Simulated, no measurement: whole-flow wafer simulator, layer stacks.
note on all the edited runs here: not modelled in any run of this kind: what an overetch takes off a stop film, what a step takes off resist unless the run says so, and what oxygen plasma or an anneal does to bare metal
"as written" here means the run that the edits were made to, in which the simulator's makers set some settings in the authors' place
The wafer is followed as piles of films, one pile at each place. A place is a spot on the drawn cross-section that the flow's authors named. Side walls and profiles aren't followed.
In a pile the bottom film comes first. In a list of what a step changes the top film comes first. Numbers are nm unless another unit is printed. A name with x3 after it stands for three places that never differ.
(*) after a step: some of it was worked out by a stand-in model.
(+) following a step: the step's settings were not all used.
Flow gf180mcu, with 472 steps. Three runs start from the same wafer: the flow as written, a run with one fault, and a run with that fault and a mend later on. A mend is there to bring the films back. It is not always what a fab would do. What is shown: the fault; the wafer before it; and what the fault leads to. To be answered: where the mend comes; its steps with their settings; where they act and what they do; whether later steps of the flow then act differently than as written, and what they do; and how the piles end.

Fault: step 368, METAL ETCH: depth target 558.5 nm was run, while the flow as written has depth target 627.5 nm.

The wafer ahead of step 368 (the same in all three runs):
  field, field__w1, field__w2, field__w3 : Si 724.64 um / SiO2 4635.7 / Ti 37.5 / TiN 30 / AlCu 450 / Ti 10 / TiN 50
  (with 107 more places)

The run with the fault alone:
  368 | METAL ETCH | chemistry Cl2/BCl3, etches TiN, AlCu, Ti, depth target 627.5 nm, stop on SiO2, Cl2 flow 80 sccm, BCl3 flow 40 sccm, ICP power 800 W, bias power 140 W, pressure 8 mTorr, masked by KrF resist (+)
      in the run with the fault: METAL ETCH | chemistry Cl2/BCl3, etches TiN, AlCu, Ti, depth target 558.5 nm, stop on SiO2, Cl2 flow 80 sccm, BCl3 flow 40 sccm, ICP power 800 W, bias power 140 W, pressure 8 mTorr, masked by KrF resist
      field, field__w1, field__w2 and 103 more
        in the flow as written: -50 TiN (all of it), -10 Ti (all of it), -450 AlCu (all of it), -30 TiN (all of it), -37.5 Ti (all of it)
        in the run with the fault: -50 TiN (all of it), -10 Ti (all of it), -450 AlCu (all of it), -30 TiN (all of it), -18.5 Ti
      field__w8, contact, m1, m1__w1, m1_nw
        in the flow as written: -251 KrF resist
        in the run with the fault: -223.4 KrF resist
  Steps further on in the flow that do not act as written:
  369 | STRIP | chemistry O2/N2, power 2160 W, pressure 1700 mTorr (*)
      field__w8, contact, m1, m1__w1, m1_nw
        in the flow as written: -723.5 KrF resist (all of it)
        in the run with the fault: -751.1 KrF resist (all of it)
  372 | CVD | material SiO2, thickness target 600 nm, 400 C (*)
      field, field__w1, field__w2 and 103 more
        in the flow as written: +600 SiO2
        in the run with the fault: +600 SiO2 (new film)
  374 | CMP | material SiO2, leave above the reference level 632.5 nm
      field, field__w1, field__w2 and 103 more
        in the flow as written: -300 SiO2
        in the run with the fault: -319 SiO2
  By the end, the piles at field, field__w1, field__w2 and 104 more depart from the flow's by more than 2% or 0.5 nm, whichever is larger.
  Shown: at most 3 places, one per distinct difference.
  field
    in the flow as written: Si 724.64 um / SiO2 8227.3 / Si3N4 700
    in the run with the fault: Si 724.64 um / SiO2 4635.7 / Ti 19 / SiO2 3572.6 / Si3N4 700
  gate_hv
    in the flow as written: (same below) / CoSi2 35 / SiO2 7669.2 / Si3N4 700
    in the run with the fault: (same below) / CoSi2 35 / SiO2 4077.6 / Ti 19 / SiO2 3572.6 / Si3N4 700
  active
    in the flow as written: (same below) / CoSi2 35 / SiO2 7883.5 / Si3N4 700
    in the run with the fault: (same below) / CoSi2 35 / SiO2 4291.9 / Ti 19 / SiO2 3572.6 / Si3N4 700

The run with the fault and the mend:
  After step 368 comes the mend.
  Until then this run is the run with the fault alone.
  368a | METAL ETCH | chemistry Cl2/BCl3, etches TiN, AlCu, Ti, depth target 69 nm, stop on SiO2, Cl2 flow 80 sccm, BCl3 flow 40 sccm, ICP power 800 W, bias power 140 W, pressure 8 mTorr, masked by KrF resist (+) (the flow's step 368 again, with other settings)
      field, field__w1, field__w2 and 103 more
        -19 Ti (all of it)
      field__w8, contact, m1, m1__w1, m1_nw
        -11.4 KrF resist
  Steps further on in the flow that do not act as written:
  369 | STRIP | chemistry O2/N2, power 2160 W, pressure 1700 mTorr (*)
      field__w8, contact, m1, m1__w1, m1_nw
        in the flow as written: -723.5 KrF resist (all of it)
        in the run with the mend: -739.7 KrF resist (all of it)
  At every place that both follow, the piles at the end match the flow's.
